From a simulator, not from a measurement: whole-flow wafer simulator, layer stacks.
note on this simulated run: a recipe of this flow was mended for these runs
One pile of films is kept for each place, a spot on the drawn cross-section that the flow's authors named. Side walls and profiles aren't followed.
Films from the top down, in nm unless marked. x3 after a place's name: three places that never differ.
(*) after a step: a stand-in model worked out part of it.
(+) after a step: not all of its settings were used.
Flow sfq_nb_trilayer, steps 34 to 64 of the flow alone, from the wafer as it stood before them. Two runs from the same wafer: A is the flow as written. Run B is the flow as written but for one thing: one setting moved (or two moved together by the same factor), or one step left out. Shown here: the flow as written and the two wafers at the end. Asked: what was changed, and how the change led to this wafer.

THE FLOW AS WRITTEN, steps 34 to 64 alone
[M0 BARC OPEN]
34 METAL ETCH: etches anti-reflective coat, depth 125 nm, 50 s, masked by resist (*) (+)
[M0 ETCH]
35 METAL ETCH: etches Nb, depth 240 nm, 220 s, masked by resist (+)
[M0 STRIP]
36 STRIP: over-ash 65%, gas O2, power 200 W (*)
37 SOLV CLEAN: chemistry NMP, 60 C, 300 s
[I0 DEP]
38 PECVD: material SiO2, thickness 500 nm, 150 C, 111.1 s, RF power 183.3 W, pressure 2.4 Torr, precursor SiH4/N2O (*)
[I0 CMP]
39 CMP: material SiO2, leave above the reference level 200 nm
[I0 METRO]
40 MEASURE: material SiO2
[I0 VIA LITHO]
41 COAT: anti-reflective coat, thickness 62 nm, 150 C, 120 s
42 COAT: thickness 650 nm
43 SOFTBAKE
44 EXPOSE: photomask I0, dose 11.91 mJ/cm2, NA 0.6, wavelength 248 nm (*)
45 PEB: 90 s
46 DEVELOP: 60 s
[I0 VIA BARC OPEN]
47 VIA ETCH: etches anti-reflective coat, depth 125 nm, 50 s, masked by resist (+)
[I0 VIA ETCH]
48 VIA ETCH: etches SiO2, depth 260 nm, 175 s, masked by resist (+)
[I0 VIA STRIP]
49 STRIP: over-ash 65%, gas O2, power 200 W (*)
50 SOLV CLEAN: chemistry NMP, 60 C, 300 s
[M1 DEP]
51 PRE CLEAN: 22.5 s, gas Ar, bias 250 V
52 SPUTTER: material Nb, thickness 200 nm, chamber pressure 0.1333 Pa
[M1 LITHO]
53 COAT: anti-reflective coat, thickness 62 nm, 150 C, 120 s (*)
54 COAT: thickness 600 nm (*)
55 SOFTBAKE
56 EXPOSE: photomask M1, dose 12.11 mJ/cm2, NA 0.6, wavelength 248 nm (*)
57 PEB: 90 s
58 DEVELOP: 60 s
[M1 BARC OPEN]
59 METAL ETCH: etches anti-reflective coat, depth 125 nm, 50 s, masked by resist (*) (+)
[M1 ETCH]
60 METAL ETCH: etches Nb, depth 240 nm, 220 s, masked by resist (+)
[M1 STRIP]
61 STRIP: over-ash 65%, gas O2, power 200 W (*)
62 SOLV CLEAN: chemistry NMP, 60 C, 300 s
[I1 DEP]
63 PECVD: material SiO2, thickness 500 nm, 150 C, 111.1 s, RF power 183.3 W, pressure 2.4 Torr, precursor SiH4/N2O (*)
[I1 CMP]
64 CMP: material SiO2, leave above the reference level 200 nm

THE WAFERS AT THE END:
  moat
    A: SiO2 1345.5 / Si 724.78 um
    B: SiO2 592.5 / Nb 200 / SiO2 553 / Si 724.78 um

The cause: step 35, METAL ETCH: etches Nb, depth 240 nm, 220 s, masked by resist (+), was left out.

How the change led to this, step by step:
  36 STRIP: over-ash 65%, gas O2, power 200 W (*)
      p4_fl x53, wl_j_sl x16, wl_d_sl x2: A KrF-resist-other-grade -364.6 (all of it), anti-reflective coat -62 (all of it) | B KrF-resist-other-grade -505.8 (all of it), anti-reflective coat -62 (all of it)
      ce_r, sp_r, be_r, r_sur: A KrF-resist-other-grade -370.4 (all of it), anti-reflective coat -63.7 (all of it) | B KrF-resist-other-grade -511.6 (all of it), anti-reflective coat -63.7 (all of it)
      (and at 28 more places)
  38 PECVD: material SiO2, thickness 500 nm, 150 C, 111.1 s, RF power 183.3 W, pressure 2.4 Torr, precursor SiH4/N2O (*)
      moat, m0r_space_l x2: A SiO2 +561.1 | B SiO2 +500 (new film)
  39 CMP: material SiO2, leave above the reference level 200 nm
      moat, m0r_space_l x2: A SiO2 -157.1 | B SiO2 -300
Counting metal films that touch as one body, moat has 1 body; the flow as written gives 0 bodies.
